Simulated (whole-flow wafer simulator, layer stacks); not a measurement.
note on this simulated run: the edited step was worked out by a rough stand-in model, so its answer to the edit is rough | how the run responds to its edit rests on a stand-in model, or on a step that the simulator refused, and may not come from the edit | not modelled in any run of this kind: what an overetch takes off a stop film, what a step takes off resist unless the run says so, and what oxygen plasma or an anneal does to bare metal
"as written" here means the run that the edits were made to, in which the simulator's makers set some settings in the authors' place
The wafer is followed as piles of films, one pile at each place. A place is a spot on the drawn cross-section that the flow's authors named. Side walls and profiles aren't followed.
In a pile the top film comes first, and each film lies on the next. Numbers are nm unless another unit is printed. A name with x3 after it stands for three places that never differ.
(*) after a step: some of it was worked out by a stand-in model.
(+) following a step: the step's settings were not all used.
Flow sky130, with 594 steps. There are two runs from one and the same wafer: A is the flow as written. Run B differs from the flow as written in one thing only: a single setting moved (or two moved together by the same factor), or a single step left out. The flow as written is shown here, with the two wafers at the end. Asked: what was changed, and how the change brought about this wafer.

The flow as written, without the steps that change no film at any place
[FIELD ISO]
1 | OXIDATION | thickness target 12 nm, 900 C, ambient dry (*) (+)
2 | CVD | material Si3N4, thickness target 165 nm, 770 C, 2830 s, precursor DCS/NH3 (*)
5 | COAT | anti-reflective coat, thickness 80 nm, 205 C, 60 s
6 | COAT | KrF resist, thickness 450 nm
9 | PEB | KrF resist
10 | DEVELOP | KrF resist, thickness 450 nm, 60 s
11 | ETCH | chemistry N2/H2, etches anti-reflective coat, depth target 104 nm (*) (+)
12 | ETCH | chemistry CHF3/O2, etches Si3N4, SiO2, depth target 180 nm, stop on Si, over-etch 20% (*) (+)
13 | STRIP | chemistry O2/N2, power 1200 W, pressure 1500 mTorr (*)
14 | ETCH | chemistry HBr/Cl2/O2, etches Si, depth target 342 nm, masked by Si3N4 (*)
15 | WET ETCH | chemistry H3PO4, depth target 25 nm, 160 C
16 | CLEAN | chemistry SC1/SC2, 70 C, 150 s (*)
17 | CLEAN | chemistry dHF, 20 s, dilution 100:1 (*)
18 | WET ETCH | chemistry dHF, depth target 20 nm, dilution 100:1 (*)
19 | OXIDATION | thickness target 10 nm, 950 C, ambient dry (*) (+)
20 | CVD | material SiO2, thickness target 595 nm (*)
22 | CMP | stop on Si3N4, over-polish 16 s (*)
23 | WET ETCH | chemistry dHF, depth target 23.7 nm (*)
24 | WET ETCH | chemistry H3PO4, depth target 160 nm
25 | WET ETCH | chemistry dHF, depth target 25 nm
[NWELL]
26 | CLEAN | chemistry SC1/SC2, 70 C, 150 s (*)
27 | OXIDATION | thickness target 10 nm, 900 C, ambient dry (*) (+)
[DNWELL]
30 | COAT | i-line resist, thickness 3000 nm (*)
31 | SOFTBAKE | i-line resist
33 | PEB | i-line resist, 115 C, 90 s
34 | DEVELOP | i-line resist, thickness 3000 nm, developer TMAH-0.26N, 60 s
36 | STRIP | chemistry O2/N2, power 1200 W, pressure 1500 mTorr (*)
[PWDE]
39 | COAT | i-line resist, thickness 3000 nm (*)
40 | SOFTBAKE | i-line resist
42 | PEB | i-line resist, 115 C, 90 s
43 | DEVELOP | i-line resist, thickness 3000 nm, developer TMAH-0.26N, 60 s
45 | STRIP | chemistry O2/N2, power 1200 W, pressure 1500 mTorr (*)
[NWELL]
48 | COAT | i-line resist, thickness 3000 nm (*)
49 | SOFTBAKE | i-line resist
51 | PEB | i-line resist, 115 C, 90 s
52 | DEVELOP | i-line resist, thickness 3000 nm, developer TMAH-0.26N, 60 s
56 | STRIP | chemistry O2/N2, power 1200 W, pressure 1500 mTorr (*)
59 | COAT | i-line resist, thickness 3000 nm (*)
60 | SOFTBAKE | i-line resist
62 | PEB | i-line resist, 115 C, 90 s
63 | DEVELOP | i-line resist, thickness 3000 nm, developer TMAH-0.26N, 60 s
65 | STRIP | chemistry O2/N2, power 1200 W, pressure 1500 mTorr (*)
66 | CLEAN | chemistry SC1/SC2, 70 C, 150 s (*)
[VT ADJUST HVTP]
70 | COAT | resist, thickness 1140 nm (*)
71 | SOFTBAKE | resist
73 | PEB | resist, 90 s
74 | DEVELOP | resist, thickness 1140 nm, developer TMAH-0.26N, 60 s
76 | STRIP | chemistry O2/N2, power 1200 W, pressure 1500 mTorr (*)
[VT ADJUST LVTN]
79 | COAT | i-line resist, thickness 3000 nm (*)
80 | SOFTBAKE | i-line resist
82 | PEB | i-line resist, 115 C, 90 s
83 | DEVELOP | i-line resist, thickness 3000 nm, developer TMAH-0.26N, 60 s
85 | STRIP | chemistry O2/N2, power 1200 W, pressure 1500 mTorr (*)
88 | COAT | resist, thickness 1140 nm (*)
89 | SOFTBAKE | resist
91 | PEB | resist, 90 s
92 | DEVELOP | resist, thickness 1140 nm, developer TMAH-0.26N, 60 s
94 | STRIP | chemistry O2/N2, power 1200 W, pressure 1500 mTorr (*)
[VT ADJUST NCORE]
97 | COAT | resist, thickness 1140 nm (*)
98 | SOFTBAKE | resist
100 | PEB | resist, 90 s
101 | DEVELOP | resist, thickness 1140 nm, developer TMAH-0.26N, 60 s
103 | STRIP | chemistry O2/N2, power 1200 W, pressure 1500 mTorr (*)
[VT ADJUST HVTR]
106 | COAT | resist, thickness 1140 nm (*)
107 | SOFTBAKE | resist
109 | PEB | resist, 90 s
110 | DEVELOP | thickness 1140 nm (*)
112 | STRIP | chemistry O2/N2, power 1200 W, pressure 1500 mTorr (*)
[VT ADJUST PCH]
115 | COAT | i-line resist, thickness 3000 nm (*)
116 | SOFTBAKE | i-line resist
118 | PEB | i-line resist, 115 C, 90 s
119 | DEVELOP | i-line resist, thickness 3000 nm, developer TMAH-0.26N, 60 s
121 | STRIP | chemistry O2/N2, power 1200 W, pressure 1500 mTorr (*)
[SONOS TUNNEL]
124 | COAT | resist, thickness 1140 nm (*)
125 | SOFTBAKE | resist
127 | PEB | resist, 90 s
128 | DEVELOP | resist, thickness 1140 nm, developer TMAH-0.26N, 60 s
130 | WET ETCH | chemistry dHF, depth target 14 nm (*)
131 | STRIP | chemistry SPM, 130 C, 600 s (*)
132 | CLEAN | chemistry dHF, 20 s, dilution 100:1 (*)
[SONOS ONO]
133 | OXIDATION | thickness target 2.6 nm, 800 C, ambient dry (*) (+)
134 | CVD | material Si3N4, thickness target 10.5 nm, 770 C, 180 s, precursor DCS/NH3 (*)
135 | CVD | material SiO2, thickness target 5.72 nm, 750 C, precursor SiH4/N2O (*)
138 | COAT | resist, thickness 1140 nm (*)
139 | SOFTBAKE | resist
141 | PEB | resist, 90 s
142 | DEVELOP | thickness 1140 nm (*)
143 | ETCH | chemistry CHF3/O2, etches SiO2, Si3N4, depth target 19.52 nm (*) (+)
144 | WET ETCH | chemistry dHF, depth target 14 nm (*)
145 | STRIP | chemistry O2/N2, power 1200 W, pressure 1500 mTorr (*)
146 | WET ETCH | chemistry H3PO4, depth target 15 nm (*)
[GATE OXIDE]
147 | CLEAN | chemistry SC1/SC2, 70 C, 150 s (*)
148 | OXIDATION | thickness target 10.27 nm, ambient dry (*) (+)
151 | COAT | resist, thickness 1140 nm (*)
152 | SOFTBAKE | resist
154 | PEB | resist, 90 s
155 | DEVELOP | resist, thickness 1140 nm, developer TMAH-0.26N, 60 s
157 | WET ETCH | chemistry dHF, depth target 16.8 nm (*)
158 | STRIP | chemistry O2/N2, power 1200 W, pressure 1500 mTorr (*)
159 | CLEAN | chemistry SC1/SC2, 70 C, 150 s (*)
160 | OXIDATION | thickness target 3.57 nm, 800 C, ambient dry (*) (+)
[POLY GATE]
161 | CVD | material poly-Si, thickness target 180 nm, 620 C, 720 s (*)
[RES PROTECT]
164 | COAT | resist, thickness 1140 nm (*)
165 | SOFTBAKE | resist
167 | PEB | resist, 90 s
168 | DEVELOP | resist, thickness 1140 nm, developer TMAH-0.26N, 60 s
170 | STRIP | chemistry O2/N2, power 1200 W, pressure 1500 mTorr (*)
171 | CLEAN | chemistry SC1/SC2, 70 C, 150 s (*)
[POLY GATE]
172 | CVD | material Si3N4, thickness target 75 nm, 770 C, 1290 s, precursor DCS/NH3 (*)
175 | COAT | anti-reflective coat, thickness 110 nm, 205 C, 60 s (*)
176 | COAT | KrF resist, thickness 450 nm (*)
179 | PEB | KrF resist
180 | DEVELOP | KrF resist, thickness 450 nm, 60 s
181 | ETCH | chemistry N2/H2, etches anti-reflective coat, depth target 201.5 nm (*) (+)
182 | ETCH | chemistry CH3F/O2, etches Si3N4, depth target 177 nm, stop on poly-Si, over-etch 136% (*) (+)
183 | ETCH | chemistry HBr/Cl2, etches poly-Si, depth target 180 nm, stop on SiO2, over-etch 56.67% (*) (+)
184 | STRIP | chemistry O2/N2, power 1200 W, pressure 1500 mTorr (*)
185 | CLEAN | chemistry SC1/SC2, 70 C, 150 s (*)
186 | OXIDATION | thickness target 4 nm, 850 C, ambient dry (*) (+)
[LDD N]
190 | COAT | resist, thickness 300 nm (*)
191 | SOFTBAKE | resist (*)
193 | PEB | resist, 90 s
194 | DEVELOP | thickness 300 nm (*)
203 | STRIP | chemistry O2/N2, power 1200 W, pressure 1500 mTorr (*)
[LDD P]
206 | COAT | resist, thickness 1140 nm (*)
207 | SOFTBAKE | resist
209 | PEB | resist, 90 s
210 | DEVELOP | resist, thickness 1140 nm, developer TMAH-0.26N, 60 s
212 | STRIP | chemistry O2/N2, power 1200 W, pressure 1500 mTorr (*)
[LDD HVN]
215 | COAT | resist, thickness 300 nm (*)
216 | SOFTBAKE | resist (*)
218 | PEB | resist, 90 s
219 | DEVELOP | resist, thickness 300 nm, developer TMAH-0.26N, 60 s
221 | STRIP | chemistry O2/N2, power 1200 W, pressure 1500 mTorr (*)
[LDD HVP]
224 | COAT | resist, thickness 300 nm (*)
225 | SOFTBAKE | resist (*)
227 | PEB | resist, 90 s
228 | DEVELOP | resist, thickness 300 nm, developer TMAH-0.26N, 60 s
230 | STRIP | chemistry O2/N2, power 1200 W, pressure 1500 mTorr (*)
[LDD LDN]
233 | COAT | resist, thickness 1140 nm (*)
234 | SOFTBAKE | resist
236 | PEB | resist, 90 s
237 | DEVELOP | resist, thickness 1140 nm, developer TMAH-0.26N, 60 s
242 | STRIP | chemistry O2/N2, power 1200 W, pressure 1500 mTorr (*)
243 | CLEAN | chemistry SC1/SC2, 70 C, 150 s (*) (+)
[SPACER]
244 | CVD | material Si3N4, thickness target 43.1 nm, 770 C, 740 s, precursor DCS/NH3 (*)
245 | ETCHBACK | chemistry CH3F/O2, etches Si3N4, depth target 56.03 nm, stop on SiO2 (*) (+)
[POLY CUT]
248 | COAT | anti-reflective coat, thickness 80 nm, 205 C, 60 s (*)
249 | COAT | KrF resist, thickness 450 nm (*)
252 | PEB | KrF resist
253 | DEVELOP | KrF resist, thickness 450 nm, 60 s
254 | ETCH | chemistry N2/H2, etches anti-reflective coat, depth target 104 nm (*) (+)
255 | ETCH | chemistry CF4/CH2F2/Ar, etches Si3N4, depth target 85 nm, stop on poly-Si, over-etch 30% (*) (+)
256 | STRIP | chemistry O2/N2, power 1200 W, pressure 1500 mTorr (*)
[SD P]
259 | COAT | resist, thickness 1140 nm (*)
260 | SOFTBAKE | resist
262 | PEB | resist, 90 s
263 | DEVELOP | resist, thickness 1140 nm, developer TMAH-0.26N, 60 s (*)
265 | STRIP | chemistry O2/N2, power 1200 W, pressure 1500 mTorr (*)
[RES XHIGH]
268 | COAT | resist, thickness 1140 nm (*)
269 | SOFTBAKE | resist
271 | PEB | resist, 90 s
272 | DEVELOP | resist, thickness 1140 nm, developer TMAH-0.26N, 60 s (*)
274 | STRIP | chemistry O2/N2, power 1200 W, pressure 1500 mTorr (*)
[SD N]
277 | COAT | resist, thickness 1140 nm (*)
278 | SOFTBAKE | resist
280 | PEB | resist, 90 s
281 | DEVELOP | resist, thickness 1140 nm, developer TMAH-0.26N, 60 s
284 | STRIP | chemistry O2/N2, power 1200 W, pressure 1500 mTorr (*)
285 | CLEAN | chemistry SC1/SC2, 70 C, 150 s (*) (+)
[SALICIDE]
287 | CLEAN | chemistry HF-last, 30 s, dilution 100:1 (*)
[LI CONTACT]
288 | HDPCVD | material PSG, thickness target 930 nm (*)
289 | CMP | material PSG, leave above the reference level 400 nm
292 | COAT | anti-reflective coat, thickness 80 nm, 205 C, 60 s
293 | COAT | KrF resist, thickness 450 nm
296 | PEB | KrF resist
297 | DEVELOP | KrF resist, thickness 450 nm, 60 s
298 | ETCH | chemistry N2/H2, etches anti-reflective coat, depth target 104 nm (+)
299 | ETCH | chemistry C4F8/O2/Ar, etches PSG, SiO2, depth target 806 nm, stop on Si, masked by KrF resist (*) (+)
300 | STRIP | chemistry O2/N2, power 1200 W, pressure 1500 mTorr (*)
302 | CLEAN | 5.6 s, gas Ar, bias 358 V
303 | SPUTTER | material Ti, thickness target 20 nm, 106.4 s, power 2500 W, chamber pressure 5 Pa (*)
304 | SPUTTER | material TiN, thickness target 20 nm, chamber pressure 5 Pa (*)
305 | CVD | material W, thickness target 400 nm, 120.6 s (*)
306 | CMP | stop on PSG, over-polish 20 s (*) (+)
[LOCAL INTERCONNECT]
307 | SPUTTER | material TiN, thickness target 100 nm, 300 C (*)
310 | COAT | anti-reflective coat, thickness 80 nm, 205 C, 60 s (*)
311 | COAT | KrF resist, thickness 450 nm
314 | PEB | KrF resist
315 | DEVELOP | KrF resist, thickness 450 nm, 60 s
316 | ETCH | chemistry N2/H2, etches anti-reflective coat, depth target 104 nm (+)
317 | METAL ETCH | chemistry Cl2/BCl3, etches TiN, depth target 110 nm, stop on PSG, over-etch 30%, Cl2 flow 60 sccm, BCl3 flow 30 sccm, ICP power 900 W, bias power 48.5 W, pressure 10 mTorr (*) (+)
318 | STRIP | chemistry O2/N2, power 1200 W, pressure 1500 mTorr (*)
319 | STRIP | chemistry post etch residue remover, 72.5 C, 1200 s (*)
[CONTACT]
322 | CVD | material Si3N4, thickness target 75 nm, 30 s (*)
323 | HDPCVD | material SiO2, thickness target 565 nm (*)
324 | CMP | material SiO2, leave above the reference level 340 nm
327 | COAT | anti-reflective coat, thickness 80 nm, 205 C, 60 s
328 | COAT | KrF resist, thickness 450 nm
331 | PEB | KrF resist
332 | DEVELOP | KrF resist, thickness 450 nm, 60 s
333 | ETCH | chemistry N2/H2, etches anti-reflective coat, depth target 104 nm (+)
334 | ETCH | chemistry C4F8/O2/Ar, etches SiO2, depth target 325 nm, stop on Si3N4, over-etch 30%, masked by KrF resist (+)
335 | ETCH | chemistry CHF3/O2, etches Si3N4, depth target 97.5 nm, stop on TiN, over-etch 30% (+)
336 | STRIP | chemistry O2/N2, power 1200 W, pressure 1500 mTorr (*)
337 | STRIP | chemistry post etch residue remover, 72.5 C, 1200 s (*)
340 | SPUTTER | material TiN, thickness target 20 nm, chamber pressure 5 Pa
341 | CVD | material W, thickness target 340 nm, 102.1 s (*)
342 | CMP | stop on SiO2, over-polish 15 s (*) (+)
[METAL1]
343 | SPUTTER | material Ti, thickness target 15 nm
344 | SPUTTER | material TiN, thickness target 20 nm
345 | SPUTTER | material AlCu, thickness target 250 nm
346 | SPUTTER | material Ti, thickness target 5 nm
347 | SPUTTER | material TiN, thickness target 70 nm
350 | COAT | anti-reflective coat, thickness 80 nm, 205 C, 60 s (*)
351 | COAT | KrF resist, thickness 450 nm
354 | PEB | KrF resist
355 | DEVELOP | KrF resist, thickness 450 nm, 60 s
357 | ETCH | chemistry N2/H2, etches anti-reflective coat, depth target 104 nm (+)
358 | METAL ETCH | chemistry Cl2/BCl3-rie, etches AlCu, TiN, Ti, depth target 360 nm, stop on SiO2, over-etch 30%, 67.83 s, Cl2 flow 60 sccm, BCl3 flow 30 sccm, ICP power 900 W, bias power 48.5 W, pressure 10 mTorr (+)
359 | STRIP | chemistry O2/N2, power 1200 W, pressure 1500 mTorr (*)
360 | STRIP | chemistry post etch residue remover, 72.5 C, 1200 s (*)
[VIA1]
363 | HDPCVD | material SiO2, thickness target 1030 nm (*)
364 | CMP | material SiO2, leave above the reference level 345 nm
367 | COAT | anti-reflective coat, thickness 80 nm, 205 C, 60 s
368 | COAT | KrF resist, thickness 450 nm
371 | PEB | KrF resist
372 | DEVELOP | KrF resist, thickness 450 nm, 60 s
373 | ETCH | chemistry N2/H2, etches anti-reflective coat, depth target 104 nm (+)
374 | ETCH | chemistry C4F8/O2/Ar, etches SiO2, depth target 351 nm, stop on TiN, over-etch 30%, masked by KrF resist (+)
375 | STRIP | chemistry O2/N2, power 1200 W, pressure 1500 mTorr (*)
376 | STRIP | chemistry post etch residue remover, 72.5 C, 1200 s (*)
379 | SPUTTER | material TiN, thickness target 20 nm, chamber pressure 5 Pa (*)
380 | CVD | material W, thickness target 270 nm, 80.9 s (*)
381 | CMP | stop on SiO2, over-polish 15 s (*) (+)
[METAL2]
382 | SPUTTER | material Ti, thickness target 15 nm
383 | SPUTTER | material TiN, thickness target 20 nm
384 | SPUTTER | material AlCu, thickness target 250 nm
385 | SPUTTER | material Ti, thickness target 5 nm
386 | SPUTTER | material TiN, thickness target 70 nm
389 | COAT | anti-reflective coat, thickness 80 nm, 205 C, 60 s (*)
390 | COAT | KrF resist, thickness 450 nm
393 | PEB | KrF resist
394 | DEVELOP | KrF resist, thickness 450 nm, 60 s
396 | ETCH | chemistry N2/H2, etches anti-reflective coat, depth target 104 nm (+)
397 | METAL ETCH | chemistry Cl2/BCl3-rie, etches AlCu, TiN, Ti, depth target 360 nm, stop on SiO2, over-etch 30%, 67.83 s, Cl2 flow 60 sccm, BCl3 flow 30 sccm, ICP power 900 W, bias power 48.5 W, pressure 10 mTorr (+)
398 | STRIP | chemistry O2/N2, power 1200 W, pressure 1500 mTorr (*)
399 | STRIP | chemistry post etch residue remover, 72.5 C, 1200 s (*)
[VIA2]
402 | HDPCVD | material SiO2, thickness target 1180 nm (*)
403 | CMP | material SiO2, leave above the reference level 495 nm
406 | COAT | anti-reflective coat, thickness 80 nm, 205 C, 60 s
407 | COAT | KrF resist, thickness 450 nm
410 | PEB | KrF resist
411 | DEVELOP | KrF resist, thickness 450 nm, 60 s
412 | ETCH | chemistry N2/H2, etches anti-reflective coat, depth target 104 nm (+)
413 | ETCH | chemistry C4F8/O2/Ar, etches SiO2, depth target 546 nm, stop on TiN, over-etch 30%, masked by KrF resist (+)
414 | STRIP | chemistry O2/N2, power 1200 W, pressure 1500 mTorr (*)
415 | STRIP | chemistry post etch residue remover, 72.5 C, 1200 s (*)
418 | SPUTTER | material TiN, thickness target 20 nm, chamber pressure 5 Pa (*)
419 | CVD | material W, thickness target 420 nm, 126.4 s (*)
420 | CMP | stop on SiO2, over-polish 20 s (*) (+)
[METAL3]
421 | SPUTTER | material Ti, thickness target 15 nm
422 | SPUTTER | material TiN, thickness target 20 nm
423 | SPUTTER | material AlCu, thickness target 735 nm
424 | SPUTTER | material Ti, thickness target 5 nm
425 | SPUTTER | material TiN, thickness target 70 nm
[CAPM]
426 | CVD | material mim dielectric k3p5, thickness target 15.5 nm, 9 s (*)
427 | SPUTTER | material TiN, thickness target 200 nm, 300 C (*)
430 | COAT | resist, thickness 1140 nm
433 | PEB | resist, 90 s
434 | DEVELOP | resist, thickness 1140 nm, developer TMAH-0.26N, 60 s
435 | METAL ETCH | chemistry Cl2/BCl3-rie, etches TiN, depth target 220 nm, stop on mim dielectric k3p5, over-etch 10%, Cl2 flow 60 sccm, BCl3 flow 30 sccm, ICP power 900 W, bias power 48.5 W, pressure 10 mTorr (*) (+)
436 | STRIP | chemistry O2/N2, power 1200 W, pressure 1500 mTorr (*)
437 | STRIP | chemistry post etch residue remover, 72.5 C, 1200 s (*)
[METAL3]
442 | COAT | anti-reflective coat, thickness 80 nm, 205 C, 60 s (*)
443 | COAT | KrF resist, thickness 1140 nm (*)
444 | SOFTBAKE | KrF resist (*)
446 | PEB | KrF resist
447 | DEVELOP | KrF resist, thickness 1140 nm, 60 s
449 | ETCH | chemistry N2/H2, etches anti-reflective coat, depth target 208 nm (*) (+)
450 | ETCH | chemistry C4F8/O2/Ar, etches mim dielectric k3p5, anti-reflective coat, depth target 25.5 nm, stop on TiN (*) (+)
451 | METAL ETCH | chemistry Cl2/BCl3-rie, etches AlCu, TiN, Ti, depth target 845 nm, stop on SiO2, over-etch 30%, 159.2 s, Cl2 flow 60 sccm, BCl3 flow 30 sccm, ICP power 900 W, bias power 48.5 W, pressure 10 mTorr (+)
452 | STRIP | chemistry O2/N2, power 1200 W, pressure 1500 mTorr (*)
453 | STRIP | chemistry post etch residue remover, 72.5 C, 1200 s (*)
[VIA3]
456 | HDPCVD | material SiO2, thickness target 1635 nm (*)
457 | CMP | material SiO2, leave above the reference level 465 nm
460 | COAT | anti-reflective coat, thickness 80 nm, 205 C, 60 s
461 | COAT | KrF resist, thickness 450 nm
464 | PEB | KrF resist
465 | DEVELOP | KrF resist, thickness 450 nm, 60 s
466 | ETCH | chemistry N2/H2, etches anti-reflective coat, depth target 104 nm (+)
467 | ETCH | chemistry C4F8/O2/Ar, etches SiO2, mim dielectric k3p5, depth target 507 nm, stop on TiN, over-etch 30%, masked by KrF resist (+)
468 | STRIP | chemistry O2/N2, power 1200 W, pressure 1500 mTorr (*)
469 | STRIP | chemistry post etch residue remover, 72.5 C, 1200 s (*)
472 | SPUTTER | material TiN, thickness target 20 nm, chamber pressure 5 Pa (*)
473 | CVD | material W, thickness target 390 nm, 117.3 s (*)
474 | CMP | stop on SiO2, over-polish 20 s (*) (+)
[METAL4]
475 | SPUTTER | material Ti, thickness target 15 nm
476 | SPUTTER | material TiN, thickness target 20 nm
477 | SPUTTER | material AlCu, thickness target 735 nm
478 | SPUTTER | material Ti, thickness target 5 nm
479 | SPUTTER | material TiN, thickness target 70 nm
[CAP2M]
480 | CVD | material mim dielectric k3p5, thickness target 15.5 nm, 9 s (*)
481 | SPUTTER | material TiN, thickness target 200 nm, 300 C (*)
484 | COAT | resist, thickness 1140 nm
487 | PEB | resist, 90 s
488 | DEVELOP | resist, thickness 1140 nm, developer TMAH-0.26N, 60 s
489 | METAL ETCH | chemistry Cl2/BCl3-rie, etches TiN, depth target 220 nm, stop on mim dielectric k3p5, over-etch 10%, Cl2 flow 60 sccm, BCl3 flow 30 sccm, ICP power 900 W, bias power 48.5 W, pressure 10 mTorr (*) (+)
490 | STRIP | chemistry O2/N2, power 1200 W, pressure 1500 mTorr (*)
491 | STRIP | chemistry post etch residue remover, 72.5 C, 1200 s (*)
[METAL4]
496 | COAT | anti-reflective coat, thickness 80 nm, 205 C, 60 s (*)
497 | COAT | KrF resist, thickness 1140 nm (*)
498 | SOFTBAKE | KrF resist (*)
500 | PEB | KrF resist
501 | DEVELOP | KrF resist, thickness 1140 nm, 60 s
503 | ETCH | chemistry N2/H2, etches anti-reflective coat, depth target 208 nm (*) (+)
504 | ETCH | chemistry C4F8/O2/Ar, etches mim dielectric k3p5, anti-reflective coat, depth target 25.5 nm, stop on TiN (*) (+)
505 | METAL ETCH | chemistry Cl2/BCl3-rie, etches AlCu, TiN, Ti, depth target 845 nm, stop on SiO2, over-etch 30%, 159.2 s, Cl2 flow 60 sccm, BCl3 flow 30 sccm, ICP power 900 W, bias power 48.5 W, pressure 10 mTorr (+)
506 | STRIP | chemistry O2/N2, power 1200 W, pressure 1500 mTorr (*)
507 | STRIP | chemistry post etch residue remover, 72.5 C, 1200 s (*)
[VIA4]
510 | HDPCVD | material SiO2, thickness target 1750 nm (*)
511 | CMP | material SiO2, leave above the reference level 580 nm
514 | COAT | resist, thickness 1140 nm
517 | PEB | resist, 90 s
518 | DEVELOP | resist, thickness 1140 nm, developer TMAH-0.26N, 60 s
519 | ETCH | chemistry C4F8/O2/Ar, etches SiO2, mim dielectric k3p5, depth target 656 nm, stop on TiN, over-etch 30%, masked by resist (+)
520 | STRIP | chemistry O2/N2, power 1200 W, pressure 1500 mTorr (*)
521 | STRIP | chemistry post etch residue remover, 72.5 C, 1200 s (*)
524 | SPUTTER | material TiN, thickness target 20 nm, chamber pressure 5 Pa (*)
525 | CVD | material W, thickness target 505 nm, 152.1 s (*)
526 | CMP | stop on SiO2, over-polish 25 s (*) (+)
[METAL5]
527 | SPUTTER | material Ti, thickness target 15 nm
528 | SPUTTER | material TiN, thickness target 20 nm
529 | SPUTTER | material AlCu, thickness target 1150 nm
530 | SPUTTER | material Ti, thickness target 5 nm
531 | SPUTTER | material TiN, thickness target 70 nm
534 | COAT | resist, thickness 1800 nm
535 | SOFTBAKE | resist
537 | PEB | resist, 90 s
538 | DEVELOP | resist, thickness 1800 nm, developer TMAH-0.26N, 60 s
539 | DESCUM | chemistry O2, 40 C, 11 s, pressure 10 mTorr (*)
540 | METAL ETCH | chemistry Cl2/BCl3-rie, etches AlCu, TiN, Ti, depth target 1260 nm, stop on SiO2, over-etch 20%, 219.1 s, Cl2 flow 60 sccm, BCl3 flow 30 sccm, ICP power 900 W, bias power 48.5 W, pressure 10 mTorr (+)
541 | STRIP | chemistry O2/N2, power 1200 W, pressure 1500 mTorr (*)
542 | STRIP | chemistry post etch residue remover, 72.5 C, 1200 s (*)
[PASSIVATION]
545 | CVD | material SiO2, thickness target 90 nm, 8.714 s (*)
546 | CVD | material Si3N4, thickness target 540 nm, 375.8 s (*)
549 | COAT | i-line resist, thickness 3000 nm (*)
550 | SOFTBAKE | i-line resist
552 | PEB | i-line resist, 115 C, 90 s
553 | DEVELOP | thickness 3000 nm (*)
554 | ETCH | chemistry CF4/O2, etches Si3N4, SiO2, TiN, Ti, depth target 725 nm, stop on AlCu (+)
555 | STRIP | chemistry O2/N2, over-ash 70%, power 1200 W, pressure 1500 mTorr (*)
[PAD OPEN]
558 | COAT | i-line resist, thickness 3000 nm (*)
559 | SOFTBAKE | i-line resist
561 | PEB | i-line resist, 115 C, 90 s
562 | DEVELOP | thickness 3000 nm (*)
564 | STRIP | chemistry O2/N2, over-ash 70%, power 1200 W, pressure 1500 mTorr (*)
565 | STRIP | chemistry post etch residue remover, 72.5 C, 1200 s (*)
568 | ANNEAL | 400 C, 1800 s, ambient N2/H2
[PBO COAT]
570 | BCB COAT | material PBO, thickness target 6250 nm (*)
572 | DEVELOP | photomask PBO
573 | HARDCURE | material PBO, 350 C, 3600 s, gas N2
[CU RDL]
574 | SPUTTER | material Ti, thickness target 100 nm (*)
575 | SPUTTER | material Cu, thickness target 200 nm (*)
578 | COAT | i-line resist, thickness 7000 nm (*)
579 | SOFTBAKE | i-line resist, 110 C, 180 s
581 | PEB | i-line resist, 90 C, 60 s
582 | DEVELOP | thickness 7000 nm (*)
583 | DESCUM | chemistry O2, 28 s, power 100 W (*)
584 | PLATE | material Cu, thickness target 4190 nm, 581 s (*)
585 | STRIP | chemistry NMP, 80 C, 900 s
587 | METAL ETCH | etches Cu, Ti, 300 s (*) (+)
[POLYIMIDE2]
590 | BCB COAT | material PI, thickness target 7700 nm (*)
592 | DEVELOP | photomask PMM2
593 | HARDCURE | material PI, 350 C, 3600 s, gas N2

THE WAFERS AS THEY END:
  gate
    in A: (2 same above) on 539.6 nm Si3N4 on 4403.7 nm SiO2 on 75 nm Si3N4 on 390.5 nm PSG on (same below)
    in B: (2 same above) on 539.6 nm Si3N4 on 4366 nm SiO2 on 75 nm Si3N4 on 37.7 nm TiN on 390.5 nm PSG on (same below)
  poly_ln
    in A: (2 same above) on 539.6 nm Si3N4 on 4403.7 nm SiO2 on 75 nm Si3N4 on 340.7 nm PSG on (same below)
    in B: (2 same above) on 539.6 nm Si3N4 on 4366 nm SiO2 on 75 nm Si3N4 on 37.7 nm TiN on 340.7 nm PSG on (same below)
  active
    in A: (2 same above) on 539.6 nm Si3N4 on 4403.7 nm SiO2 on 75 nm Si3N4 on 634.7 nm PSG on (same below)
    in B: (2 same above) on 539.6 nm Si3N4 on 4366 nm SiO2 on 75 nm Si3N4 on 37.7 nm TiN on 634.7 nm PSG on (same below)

Cause: step 317, METAL ETCH: depth target 60.5 nm was run, though the flow has depth target 110 nm.

Step by step, how the change led to this:
  317 | METAL ETCH | chemistry Cl2/BCl3, etches TiN, depth target 110 nm, stop on PSG, over-etch 30%, Cl2 flow 60 sccm, BCl3 flow 30 sccm, ICP power 900 W, bias power 48.5 W, pressure 10 mTorr (*) (+)
      field, active, gate and 88 more: A TiN loses 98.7 (all of it) | B TiN loses 60.5
      n_well, p_well, gate_hv and 97 more: A KrF resist loses 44 | B KrF resist loses 24.2
  318 | STRIP | chemistry O2/N2, power 1200 W, pressure 1500 mTorr (*)
      n_well, p_well, gate_hv and 93 more: A KrF resist loses 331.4 (all of it), anti-reflective coat loses 80 (all of it) | B KrF resist loses 351.2 (all of it), anti-reflective coat loses 80 (all of it)
      poly_licon, rpo_hd_licon: A KrF resist loses 331.5 (all of it), anti-reflective coat loses 80.4 (all of it) | B KrF resist loses 351.3 (all of it), anti-reflective coat loses 80.4 (all of it)
      (also at 2 further places)
  324 | CMP | material SiO2, leave above the reference level 340 nm
      field, active, gate and 88 more: A SiO2 loses 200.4 | B SiO2 loses 238.2
If metal films that touch count as one body, gate has 1 body; the flow as written gives 0 bodies.
If metal films that touch count as one body, poly_ln has 1 body; the flow as written gives 0 bodies.
If metal films that touch count as one body, active has 1 body; the flow as written gives 0 bodies.
